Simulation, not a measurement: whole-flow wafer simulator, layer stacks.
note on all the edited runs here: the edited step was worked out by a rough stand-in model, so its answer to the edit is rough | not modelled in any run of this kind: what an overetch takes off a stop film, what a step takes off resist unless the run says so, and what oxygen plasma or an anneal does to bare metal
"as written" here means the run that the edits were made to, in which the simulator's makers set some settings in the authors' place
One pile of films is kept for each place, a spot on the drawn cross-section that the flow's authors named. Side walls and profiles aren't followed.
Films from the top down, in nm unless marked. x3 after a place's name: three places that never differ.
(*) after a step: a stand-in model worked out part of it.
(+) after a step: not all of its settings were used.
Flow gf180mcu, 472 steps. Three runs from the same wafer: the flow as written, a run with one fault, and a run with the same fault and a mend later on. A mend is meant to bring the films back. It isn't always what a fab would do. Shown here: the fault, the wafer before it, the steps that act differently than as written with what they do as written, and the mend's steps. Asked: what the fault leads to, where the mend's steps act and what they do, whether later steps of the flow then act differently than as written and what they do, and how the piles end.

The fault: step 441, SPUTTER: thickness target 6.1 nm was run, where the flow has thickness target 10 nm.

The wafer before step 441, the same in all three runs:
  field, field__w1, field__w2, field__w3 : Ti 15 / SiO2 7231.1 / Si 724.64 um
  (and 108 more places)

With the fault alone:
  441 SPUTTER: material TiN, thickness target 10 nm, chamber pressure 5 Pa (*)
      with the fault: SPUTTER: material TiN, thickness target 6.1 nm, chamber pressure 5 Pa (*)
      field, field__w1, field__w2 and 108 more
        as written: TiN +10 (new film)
        with the fault: TiN +6.1 (new film)
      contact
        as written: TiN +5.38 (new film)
        with the fault: TiN +3.29 (new film)
  Later steps of the flow that act differently than as written (1 more step differs only slightly, by at most 2% or 0.5 nm, whichever is larger, and isn't shown):
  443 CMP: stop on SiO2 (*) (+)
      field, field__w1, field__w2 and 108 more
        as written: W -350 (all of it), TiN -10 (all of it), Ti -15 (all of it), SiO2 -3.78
        with the fault: W -350 (all of it), TiN -6.1 (all of it), Ti -15 (all of it), SiO2 -3.74
  At the end the piles differ from the flow's by more than 2% or 0.5 nm, whichever is larger, at contact.
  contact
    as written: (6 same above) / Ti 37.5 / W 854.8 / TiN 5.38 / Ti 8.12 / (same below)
    with the fault: (6 same above) / Ti 37.5 / W 856.9 / TiN 3.29 / Ti 8.12 / (same below)

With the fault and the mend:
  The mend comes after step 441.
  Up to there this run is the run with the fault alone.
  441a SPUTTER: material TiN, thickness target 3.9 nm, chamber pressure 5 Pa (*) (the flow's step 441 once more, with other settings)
      field, field__w1, field__w2 and 108 more
        TiN +3.9
      contact
        TiN +2.1
  No later step of the flow acts differently than as written at any place that is followed.
  At the end the piles are the same as the flow's at every place that both follow.
